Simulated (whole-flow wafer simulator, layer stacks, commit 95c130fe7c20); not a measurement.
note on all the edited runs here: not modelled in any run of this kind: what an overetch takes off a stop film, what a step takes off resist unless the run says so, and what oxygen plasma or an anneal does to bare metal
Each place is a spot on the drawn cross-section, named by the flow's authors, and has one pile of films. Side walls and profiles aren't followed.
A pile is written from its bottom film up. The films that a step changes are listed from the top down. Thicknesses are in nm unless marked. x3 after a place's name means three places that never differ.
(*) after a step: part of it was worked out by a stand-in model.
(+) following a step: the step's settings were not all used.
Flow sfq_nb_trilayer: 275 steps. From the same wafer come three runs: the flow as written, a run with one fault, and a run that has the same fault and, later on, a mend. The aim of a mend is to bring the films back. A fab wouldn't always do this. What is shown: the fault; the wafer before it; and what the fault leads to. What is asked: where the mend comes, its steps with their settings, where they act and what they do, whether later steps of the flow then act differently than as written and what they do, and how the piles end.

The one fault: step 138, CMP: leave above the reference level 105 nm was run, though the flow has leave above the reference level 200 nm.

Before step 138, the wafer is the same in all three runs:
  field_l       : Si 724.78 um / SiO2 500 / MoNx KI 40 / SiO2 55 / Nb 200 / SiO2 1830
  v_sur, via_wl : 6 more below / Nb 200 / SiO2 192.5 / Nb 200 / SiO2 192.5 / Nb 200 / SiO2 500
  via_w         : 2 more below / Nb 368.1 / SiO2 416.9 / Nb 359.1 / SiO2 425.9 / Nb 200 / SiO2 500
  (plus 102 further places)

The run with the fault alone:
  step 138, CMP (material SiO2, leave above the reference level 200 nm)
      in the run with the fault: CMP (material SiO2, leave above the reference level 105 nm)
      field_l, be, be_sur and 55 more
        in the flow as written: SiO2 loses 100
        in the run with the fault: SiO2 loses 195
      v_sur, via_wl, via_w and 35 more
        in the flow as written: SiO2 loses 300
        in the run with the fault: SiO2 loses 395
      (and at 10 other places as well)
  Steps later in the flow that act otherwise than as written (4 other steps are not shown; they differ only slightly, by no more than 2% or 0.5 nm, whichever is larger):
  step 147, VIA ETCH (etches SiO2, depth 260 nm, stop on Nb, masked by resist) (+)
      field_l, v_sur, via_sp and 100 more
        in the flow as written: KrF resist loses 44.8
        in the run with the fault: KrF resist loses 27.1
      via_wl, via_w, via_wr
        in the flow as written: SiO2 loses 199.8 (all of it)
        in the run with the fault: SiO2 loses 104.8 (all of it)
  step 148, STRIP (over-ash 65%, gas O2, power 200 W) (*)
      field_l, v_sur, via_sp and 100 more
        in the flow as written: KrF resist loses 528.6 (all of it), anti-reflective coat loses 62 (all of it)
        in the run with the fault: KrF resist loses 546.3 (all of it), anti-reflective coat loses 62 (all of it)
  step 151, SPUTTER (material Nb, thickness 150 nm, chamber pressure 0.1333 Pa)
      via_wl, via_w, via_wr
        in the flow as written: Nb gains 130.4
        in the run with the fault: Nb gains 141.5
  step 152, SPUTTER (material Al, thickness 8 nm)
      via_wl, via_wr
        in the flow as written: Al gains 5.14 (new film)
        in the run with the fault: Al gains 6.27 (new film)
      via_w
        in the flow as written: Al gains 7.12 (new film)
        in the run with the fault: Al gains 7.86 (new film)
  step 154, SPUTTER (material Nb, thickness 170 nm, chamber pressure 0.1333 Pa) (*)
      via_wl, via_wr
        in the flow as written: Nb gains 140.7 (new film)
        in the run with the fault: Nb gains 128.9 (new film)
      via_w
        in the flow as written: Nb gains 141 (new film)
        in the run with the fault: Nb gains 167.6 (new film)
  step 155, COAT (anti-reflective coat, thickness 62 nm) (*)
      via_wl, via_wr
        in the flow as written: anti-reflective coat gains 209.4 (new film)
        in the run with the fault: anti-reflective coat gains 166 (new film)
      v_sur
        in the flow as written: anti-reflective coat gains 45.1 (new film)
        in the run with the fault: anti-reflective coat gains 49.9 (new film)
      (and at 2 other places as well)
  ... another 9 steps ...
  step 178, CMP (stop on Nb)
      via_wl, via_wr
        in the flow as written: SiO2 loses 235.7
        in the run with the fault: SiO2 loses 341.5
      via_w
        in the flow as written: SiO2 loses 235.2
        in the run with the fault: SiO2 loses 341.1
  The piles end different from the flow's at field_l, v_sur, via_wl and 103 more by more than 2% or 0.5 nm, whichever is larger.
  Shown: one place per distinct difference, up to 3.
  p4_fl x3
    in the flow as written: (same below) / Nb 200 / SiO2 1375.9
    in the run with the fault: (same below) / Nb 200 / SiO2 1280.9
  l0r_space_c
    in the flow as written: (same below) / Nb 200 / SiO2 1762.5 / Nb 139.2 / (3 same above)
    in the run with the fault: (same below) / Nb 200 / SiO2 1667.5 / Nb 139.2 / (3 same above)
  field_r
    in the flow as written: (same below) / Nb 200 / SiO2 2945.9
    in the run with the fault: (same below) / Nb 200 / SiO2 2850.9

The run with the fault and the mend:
  The mend follows step 145.
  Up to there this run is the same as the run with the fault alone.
  step 145a, STRIP (over-ash 65%, gas O2, power 200 W) (*)
      field_l, v_sur, via_sp and 100 more
        KrF resist loses 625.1 (all of it), anti-reflective coat loses 62 (all of it)
      via_wl, via_w, via_wr
        anti-reflective coat loses 62 (all of it)
  step 145b, PECVD (material SiO2, thickness 95 nm, 150 C, 21.11 s, RF power 183.3 W, pressure 2.4 Torr, precursor SiH4/N2O) (the flow's step 137 again, with other settings)
      field_l, v_sur, via_wl and 103 more
        SiO2 gains 95
  step 145c, COAT (anti-reflective coat, thickness 62 nm) (the flow's step 140 again)
      field_l, v_sur, via_wl and 103 more
        anti-reflective coat gains 62 (new film)
  step 145d, COAT (KrF resist, thickness 650 nm) (the flow's step 141 again)
      field_l, v_sur, via_wl and 103 more
        KrF resist gains 650 (new film)
  step 145e, SOFTBAKE (KrF resist) (the flow's step 142 again)
      does not change any film at any place that is followed
  step 145f, EXPOSE (photomask I4, dose 11.93 mJ/cm2, NA 0.6, wavelength 248 nm) (*) (the flow's step 143 again)
      does not change any film at any place that is followed
  step 145g, PEB (KrF resist, 90 s) (the flow's step 144 again)
      field_l, v_sur, via_wl and 103 more
        KrF resist loses 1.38
  step 145h, DEVELOP (KrF resist, thickness 650 nm, 60 s) (the flow's step 145 again)
      field_l, v_sur, via_sp and 100 more
        KrF resist loses 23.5
      via_wl, via_w, via_wr
        KrF resist loses 648.6 (all of it)
  None of the later steps of the flow differs from how it acts as written, at any place that is followed, by more than 2% or 0.5 nm, whichever is larger.
  The piles end the same as the flow's at every place that both follow.
